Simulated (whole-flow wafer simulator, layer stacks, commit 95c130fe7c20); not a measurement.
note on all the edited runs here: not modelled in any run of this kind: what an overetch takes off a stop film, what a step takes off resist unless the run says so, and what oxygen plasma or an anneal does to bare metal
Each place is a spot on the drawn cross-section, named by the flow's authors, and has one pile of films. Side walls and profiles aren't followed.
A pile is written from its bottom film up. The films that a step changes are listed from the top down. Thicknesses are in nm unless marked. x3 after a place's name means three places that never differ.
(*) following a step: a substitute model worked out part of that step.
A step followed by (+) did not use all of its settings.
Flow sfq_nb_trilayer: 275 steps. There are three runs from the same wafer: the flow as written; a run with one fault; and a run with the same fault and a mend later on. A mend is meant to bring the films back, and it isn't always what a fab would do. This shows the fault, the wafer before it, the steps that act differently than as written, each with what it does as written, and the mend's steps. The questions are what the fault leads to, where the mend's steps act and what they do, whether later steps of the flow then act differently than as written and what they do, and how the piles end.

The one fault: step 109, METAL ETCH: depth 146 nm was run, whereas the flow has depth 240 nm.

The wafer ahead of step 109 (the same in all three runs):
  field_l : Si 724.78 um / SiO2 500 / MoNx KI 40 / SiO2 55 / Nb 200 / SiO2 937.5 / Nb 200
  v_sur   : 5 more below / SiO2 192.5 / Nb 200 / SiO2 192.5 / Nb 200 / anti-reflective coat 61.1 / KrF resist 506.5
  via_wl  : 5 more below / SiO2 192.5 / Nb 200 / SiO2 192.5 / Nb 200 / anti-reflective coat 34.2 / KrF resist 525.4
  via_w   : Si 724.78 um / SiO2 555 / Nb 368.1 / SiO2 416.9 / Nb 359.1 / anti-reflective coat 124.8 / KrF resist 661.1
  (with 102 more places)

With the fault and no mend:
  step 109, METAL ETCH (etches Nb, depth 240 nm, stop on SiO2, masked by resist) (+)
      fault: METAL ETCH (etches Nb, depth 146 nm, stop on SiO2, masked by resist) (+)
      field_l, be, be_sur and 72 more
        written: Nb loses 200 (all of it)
        fault: Nb loses 146
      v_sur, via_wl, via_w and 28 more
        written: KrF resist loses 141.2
        fault: KrF resist loses 85.9
  Steps later in the flow that act otherwise than as written:
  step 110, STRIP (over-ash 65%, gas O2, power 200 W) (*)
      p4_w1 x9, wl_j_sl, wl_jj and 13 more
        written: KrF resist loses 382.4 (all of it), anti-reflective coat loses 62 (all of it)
        fault: KrF resist loses 437.7 (all of it), anti-reflective coat loses 62 (all of it)
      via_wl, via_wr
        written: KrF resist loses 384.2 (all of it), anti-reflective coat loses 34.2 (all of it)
        fault: KrF resist loses 439.5 (all of it), anti-reflective coat loses 34.2 (all of it)
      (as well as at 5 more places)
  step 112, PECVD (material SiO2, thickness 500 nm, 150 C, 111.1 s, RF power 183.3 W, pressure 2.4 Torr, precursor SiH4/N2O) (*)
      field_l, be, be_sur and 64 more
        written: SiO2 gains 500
        fault: SiO2 gains 500 (new film)
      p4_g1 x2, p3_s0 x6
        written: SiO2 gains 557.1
        fault: SiO2 gains 503.1 (new film)
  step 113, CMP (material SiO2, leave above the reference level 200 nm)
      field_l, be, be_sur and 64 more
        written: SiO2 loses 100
        fault: SiO2 loses 154
  At field_l, be, be_sur and 72 more, the piles at the end differ from the flow's by more than 2% or 0.5 nm, whichever is larger.
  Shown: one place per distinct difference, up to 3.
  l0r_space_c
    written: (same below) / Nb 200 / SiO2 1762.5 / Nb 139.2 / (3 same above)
    fault: (same below) / Nb 200 / SiO2 977.5 / Nb 54 / SiO2 731 / Nb 139.2 / (3 same above)
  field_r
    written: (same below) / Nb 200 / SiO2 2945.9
    fault: (same below) / Nb 200 / SiO2 977.5 / Nb 54 / SiO2 1914.4
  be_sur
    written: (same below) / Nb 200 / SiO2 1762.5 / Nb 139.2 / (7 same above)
    fault: (same below) / Nb 200 / SiO2 977.5 / Nb 54 / SiO2 731 / Nb 139.2 / (7 same above)

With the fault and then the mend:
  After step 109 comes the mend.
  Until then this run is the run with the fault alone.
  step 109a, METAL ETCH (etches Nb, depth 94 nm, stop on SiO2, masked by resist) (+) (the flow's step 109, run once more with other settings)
      field_l, be, be_sur and 72 more
        Nb loses 54 (all of it)
      v_sur, via_wl, via_w and 28 more
        KrF resist loses 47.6
  Steps later in the flow that act otherwise than as written:
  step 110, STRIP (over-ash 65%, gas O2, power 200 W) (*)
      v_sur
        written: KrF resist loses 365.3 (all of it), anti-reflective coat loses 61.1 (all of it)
        mend: KrF resist loses 373 (all of it), anti-reflective coat loses 61.1 (all of it)
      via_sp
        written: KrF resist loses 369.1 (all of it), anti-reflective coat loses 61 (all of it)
        mend: KrF resist loses 376.8 (all of it), anti-reflective coat loses 61 (all of it)
  By the end, the piles equal the flow's at every place that both follow.
